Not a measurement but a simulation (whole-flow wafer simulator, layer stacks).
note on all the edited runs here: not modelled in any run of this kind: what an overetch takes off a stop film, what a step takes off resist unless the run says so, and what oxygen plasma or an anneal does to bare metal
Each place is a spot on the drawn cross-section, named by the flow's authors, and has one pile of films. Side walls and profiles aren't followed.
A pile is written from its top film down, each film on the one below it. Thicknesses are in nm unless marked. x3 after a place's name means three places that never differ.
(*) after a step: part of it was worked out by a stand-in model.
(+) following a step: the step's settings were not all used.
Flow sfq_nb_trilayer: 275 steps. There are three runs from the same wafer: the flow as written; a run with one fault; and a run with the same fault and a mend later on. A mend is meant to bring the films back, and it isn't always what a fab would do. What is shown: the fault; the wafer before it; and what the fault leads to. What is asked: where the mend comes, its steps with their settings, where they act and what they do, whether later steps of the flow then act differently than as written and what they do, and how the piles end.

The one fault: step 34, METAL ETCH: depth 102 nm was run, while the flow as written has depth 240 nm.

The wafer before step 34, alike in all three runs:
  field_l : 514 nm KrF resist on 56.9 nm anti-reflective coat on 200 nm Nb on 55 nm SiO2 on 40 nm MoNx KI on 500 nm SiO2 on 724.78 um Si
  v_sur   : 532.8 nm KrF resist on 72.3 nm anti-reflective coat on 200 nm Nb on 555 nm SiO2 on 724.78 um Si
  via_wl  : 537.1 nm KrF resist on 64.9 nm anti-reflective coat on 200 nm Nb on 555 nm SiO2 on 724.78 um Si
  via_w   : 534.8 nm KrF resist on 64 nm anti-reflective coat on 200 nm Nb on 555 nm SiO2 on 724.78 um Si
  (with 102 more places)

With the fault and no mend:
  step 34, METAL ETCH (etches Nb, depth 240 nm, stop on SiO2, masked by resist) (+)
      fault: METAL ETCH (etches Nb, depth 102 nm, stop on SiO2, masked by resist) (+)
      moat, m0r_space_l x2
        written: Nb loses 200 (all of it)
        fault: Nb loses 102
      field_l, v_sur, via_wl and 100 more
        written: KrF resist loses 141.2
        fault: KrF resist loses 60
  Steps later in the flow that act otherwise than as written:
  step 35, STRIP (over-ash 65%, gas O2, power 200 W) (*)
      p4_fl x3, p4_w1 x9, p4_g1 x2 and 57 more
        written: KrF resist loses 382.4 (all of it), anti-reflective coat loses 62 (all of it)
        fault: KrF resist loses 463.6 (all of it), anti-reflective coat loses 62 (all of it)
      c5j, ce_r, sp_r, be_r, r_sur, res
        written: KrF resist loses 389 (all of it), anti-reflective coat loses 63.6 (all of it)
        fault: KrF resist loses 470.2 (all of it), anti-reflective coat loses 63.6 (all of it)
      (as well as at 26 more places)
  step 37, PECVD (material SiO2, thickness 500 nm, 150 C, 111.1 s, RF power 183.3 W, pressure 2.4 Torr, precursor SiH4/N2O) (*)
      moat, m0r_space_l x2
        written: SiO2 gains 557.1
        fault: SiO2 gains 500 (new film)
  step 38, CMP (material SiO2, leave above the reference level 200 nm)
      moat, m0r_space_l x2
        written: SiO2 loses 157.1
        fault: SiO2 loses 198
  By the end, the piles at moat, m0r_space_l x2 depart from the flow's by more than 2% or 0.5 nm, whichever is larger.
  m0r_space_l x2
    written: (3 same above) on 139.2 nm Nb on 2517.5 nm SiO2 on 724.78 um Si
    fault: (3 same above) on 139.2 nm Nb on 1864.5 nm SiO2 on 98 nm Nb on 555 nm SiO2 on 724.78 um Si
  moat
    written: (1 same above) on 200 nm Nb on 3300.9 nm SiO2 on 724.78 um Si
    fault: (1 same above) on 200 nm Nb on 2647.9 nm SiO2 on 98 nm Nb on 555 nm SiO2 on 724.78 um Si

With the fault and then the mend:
  After step 34 comes the mend.
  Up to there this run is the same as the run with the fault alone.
  step 34a, METAL ETCH (etches Nb, depth 138 nm, stop on SiO2, masked by resist) (+) (a further turn of the flow's step 34, with different settings)
      field_l, v_sur, via_wl and 100 more
        KrF resist loses 81.2
      moat, m0r_space_l x2
        Nb loses 98 (all of it)
  None of the later steps of the flow acts differently than as written at any place that is followed.
  The piles end the same as the flow's at every place that both follow.
